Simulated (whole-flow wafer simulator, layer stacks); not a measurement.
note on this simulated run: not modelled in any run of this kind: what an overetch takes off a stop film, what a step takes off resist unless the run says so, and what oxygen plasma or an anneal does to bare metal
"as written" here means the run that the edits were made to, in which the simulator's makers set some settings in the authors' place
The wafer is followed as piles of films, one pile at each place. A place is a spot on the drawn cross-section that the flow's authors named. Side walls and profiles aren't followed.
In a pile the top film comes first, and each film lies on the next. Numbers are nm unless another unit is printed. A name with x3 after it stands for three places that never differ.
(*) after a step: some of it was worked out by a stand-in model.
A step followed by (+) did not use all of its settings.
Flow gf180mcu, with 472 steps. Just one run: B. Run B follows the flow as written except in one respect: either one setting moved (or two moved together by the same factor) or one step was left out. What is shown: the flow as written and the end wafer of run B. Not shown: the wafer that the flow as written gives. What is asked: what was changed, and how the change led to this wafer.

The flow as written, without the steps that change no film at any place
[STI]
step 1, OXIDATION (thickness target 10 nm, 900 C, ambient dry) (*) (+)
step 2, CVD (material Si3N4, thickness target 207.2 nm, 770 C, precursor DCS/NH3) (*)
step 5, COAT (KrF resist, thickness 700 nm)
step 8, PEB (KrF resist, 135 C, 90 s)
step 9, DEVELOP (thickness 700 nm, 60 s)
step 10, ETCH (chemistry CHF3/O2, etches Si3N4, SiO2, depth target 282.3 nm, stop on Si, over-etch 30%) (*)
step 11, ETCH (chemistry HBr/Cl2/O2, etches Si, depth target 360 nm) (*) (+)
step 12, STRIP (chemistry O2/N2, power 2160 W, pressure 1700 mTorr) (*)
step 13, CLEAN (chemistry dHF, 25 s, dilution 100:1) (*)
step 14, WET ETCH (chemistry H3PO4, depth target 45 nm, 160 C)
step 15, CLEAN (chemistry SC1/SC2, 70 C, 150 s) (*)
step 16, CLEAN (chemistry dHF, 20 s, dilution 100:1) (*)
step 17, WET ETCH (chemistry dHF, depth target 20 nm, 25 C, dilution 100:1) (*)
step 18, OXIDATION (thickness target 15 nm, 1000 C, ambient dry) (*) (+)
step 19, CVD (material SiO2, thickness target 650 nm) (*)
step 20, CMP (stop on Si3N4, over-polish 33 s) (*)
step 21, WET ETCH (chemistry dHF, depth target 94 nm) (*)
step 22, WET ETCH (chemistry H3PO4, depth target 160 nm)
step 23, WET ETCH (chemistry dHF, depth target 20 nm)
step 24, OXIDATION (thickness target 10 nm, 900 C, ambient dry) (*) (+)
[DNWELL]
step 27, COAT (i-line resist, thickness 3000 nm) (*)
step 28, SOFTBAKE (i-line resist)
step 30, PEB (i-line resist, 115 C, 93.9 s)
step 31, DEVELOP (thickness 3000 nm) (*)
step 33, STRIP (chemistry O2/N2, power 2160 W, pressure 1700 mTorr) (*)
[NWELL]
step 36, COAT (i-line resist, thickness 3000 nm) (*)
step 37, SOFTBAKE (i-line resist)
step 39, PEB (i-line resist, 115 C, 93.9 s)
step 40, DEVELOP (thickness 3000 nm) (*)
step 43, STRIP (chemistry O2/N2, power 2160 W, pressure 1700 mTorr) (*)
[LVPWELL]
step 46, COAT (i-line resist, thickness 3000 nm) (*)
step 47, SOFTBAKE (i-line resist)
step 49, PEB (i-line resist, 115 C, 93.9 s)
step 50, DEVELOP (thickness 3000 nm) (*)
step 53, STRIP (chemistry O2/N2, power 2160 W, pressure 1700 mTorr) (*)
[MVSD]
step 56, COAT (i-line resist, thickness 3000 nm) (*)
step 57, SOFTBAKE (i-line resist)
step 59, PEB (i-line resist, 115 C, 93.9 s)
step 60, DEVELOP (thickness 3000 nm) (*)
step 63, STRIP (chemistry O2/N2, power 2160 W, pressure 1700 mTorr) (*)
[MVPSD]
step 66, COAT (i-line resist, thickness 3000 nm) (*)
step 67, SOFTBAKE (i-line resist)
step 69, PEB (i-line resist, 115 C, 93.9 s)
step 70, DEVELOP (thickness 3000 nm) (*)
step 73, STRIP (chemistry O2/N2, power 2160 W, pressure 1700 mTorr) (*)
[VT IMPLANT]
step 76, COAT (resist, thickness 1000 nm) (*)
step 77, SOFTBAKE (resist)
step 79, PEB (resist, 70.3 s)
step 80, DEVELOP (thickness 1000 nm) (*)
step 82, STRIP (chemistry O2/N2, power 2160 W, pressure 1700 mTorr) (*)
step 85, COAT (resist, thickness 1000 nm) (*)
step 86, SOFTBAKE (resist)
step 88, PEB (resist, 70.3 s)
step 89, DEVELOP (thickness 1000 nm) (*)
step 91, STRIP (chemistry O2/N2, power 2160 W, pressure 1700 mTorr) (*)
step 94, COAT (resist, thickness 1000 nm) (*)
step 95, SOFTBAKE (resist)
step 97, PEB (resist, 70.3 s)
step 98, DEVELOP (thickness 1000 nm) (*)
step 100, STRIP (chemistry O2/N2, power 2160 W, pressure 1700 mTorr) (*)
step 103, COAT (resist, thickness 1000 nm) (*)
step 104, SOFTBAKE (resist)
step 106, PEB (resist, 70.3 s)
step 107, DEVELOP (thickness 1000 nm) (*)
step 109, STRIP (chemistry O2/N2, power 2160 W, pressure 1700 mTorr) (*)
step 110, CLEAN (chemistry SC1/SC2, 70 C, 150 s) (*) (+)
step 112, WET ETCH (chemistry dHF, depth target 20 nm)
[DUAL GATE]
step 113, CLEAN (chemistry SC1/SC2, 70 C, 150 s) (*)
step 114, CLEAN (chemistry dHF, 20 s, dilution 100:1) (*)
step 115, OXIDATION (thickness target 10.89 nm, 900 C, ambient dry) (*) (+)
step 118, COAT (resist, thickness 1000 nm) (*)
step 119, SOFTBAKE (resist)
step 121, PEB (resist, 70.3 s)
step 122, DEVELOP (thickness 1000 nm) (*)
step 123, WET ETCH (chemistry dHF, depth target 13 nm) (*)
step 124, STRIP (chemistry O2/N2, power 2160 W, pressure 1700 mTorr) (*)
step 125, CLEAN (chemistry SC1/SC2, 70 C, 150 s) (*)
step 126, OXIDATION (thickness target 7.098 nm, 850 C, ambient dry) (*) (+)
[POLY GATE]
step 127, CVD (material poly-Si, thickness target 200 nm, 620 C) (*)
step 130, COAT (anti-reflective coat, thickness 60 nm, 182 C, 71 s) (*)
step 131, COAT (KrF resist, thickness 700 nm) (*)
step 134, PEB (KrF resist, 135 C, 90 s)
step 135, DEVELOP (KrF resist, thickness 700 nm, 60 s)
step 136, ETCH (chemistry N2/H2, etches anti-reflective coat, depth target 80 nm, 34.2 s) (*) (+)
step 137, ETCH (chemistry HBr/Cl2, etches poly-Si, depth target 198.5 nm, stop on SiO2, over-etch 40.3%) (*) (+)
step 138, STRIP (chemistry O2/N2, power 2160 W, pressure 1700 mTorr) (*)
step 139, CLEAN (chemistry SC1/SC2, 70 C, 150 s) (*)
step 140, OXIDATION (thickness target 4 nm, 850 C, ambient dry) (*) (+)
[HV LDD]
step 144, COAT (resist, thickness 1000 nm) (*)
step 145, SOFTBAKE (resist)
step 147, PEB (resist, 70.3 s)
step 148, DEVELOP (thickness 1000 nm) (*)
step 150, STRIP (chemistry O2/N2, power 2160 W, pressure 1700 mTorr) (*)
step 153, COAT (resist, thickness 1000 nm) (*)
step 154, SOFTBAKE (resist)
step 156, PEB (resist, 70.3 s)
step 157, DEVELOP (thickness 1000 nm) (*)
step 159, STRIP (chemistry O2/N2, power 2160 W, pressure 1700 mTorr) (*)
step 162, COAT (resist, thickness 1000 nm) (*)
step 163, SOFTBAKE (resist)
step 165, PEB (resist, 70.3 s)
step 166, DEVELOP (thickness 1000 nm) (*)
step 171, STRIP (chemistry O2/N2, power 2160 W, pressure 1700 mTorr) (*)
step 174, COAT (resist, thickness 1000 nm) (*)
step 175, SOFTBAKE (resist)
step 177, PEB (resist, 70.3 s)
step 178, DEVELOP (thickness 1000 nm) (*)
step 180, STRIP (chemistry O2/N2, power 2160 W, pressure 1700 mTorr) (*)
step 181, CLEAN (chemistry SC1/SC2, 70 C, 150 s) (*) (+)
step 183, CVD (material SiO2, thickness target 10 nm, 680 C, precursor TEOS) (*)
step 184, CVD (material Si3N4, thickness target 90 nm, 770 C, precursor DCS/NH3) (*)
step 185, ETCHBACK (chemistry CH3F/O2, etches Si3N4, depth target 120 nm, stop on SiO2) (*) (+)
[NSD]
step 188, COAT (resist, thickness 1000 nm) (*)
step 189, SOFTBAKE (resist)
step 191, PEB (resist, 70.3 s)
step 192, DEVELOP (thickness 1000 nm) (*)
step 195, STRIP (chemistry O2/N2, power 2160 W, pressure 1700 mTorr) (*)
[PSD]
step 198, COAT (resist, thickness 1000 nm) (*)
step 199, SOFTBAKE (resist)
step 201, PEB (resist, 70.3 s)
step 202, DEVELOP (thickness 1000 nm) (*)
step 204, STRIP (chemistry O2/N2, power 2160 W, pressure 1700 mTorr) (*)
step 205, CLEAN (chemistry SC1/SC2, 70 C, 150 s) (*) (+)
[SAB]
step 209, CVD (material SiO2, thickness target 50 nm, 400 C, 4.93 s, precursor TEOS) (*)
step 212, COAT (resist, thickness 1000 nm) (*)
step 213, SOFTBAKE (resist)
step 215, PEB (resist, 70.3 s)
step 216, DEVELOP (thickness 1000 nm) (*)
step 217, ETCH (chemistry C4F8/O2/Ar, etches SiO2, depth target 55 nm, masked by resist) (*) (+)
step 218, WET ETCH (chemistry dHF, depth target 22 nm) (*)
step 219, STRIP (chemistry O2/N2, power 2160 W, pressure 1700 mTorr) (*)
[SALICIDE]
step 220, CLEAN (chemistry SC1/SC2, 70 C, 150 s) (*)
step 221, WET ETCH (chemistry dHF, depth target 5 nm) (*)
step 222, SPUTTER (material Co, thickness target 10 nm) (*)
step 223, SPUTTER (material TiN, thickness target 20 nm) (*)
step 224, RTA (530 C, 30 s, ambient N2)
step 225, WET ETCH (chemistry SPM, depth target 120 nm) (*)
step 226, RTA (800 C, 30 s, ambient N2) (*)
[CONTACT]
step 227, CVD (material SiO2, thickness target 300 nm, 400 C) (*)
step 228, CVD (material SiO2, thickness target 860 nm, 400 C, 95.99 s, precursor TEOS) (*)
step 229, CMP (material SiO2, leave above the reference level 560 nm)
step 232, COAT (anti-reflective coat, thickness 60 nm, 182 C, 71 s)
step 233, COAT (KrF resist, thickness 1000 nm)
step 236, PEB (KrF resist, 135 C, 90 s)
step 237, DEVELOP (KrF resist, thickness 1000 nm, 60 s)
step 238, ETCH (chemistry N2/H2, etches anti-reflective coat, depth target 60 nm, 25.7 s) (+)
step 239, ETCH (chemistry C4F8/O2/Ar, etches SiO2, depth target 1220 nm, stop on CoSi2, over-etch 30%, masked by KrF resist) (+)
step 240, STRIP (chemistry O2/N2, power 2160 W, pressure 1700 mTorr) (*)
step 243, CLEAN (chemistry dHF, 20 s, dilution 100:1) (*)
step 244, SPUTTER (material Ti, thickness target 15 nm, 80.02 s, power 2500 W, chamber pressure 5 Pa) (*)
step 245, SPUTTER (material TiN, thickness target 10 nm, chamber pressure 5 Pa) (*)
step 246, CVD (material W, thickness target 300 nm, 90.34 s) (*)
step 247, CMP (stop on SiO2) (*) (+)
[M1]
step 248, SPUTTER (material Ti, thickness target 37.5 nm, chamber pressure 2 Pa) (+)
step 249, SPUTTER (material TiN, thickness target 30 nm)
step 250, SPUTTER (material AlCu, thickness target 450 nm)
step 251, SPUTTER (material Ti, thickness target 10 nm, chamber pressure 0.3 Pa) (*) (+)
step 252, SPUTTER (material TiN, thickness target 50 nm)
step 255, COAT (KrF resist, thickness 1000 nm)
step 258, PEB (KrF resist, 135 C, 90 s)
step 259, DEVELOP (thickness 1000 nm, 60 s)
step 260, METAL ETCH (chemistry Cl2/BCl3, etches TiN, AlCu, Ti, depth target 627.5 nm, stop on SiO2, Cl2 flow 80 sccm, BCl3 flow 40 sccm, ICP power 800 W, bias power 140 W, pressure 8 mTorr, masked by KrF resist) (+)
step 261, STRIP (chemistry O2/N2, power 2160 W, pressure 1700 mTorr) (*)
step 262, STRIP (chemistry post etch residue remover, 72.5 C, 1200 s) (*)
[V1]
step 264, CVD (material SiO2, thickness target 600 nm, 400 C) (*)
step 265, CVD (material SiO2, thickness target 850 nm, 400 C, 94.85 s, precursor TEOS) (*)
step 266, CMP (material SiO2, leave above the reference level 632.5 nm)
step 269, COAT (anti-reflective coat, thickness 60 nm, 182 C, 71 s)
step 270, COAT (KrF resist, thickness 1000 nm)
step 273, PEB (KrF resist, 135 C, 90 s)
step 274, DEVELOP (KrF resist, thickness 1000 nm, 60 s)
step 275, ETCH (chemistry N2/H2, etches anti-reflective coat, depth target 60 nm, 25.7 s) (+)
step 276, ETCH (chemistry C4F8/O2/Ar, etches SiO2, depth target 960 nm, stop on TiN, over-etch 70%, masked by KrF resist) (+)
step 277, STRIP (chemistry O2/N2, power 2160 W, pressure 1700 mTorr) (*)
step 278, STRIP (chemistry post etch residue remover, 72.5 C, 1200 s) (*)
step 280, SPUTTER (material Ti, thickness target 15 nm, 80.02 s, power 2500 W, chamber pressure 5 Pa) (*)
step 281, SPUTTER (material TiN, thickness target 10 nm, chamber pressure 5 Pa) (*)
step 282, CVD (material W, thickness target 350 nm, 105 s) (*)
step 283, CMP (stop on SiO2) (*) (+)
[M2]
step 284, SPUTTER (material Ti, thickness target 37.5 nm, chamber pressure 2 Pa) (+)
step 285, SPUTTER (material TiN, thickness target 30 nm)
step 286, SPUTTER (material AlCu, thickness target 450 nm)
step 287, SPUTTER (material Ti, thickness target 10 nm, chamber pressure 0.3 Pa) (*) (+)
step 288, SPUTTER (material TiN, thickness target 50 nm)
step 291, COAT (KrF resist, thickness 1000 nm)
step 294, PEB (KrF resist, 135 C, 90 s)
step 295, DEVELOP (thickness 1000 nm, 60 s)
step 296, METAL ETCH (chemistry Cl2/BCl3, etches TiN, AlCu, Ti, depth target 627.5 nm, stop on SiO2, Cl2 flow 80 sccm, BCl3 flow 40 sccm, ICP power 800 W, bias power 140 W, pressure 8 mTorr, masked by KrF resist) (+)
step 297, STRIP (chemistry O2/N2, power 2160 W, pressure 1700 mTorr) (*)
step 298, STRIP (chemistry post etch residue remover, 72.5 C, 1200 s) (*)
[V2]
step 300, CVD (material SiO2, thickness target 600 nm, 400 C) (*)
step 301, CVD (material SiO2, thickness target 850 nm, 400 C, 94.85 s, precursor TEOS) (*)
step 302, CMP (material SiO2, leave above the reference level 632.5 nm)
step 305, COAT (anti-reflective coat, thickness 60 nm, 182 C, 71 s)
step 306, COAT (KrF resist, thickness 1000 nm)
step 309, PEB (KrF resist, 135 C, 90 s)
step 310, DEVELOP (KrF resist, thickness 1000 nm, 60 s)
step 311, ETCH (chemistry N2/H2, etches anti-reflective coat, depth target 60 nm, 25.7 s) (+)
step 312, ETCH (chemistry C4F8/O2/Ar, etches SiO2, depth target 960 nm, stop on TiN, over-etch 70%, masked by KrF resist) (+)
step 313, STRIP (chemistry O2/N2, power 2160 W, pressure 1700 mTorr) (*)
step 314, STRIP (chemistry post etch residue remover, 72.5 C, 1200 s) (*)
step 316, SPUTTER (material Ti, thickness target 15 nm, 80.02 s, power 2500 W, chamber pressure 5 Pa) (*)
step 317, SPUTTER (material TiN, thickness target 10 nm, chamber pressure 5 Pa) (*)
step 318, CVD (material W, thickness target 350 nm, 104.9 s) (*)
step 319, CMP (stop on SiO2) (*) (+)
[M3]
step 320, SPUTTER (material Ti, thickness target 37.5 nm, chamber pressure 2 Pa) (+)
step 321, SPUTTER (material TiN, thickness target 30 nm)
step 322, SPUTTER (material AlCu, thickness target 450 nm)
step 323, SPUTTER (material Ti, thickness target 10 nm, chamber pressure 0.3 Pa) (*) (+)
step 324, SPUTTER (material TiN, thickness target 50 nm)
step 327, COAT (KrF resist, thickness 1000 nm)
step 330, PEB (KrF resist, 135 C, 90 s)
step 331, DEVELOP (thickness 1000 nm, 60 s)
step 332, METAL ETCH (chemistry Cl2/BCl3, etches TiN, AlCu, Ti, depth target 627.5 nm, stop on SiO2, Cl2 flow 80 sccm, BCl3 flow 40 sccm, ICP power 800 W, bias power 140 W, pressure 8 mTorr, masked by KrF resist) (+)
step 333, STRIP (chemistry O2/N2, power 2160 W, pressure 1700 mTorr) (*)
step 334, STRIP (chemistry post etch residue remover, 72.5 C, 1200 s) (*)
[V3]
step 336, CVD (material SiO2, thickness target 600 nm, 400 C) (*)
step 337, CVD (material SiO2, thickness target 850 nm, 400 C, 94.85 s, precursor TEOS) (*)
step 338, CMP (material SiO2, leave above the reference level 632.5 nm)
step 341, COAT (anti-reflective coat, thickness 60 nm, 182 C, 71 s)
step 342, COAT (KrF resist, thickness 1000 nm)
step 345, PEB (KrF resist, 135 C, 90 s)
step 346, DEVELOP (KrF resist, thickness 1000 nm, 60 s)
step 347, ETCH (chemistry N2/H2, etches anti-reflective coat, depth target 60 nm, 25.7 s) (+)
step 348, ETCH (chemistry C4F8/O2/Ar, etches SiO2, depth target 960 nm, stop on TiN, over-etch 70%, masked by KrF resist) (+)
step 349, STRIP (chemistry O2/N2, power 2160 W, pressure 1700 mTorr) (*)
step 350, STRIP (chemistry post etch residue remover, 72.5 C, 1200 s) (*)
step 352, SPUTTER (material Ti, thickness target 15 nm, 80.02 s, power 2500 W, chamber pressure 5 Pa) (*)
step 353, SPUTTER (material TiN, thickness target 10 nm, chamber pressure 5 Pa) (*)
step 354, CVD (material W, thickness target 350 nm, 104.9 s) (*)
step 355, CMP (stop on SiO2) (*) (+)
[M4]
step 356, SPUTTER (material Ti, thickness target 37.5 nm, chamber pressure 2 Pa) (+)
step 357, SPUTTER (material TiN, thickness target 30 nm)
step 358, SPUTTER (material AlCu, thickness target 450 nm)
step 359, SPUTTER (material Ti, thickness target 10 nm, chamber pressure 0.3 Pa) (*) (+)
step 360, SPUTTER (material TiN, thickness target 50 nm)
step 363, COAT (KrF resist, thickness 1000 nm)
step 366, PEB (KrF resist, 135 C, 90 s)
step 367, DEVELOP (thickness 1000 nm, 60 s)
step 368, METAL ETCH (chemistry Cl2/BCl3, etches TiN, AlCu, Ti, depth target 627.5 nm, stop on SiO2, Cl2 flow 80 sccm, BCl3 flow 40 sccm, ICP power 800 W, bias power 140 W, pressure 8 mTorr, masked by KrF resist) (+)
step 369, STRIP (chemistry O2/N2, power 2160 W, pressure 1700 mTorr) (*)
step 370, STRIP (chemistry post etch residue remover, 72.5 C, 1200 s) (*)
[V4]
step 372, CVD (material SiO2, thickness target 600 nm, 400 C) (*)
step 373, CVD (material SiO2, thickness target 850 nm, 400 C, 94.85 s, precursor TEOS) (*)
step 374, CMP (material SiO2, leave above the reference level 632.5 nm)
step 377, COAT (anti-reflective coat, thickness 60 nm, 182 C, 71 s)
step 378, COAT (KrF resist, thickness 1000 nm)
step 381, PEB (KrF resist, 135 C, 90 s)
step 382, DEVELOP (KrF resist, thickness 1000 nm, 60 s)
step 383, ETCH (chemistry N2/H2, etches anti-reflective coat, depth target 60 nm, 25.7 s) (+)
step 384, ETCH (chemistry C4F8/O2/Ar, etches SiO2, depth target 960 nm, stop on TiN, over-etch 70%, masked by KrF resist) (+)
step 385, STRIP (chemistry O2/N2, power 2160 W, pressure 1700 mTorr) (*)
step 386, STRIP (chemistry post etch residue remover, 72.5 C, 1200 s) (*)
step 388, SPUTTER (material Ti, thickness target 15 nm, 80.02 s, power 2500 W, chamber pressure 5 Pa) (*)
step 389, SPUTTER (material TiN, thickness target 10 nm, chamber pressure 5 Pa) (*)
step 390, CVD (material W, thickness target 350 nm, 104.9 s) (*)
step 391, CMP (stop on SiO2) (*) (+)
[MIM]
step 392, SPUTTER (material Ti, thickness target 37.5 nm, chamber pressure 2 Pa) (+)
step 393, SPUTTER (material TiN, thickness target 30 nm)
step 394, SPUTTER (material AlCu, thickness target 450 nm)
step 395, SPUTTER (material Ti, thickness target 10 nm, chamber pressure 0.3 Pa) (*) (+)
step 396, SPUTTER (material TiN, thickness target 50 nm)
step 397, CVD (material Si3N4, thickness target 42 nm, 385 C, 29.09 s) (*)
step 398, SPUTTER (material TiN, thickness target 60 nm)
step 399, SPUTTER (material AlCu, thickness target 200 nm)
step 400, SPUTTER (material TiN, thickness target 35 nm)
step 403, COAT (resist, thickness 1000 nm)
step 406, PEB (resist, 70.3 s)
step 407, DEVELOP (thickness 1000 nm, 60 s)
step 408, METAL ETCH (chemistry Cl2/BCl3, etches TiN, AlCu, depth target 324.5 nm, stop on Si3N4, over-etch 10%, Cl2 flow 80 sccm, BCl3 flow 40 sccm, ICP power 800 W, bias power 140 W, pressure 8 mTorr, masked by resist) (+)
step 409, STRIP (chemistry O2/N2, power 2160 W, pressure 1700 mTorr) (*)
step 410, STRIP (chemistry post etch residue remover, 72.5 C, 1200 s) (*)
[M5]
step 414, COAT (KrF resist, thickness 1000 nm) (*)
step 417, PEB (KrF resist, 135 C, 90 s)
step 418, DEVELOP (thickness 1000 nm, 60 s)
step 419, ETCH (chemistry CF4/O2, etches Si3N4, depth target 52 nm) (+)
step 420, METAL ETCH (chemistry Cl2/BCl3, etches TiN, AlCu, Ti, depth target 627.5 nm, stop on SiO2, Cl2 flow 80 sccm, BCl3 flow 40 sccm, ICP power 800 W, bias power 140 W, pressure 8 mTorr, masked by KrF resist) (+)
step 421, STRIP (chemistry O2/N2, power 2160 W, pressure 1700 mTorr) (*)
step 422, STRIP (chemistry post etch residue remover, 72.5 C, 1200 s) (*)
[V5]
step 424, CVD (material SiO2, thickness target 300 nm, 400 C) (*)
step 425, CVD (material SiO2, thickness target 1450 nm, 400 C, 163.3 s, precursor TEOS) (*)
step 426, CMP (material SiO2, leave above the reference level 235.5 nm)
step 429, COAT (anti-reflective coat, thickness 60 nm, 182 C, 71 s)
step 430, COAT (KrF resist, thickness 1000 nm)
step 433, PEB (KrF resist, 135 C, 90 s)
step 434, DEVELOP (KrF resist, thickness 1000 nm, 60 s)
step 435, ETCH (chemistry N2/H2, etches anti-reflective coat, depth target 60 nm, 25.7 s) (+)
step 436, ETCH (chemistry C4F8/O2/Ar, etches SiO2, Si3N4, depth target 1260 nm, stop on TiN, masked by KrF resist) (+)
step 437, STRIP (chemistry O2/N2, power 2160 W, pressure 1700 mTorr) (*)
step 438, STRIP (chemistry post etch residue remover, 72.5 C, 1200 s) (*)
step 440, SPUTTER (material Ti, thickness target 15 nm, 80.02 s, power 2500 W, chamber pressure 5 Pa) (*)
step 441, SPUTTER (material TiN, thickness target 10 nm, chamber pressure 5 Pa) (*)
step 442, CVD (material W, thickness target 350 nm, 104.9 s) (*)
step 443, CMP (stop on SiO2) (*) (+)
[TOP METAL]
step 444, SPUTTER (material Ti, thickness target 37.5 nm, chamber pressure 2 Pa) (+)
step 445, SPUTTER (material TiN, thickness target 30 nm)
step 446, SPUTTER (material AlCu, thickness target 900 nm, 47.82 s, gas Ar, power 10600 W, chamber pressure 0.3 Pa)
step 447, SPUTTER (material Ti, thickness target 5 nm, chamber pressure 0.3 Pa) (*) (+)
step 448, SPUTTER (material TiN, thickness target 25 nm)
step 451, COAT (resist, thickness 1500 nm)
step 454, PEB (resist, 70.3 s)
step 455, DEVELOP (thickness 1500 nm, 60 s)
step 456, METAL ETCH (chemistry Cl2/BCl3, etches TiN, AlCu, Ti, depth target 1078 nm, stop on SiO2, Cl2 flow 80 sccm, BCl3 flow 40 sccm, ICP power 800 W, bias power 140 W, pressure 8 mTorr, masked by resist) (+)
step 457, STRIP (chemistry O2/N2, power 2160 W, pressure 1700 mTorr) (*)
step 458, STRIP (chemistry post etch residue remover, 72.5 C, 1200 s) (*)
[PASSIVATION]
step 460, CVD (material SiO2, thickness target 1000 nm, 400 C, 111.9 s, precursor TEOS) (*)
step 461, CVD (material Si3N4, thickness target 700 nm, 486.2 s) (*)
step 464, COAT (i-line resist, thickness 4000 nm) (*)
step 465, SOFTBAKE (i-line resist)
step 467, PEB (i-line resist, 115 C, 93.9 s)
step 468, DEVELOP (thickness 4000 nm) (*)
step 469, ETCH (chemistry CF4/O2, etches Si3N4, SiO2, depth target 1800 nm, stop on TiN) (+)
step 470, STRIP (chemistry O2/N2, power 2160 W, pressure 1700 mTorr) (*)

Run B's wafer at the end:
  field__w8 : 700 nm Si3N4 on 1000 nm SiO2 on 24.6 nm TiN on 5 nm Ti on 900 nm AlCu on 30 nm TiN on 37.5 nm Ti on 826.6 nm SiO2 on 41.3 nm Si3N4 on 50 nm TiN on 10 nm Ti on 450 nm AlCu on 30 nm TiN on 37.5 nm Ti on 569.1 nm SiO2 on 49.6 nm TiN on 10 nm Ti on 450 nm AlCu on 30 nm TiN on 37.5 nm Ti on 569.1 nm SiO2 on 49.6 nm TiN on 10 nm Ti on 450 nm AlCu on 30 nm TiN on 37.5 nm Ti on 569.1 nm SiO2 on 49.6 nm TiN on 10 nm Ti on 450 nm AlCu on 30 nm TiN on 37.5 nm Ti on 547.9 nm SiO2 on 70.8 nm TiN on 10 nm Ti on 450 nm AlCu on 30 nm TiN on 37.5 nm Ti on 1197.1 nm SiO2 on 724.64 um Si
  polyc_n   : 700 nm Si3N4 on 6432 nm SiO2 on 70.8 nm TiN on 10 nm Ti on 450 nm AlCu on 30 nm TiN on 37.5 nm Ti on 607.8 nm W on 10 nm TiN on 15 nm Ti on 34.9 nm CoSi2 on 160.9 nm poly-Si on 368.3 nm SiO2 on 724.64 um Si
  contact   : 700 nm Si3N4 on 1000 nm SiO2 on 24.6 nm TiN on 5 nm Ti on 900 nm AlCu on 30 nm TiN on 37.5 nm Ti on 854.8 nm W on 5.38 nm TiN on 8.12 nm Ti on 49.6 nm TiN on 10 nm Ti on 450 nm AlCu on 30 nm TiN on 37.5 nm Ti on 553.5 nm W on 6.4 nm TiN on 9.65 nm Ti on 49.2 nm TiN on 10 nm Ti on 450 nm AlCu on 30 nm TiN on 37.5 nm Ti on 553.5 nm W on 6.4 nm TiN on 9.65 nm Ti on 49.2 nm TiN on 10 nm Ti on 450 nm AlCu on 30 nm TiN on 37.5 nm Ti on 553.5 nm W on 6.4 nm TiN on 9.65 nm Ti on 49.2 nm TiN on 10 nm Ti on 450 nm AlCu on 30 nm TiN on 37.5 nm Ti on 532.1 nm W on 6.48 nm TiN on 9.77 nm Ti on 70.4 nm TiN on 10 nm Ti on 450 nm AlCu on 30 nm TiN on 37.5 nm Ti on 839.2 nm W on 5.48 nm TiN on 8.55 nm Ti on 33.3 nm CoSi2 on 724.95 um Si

The reason: step 252, SPUTTER: thickness target 71.2 nm was run, though the flow has thickness target 50 nm.

Step by step, how the change led to this:
  step 252, SPUTTER (material TiN, thickness target 50 nm)
      field, field__w1, field__w2 and 108 more: TiN gains 71.2 (new film) (in the flow as written it would be: TiN gains 50 (new film))
  step 260, METAL ETCH (chemistry Cl2/BCl3, etches TiN, AlCu, Ti, depth target 627.5 nm, stop on SiO2, Cl2 flow 80 sccm, BCl3 flow 40 sccm, ICP power 800 W, bias power 140 W, pressure 8 mTorr, masked by KrF resist) (+)
      field, field__w1, field__w2 and 99 more: TiN loses 71.2 (all of it), Ti loses 10 (all of it), AlCu loses 450 (all of it), TiN loses 30 (all of it), Ti loses 37.5 (all of it) (in the flow as written it would be: TiN loses 50 (all of it), Ti loses 10 (all of it), AlCu loses 450 (all of it), TiN loses 30 (all of it), Ti loses 37.5 (all of it))
  step 266, CMP (material SiO2, leave above the reference level 632.5 nm)
      field__w8, contact, m1 and 6 more: SiO2 loses 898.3 (in the flow as written it would be: SiO2 loses 877.1)
  step 276, ETCH (chemistry C4F8/O2/Ar, etches SiO2, depth target 960 nm, stop on TiN, over-etch 70%, masked by KrF resist) (+)
      field, field__w1, field__w2 and 107 more: KrF resist loses 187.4 (in the flow as written it would be: KrF resist loses 192)
      contact: SiO2 loses 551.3 (all of it) (in the flow as written it would be: SiO2 loses 572.5 (all of it))
  step 282, CVD (material W, thickness target 350 nm, 105 s) (*)
      contact: W gains 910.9 (new film) (in the flow as written it would be: W gains 932.3 (new film))
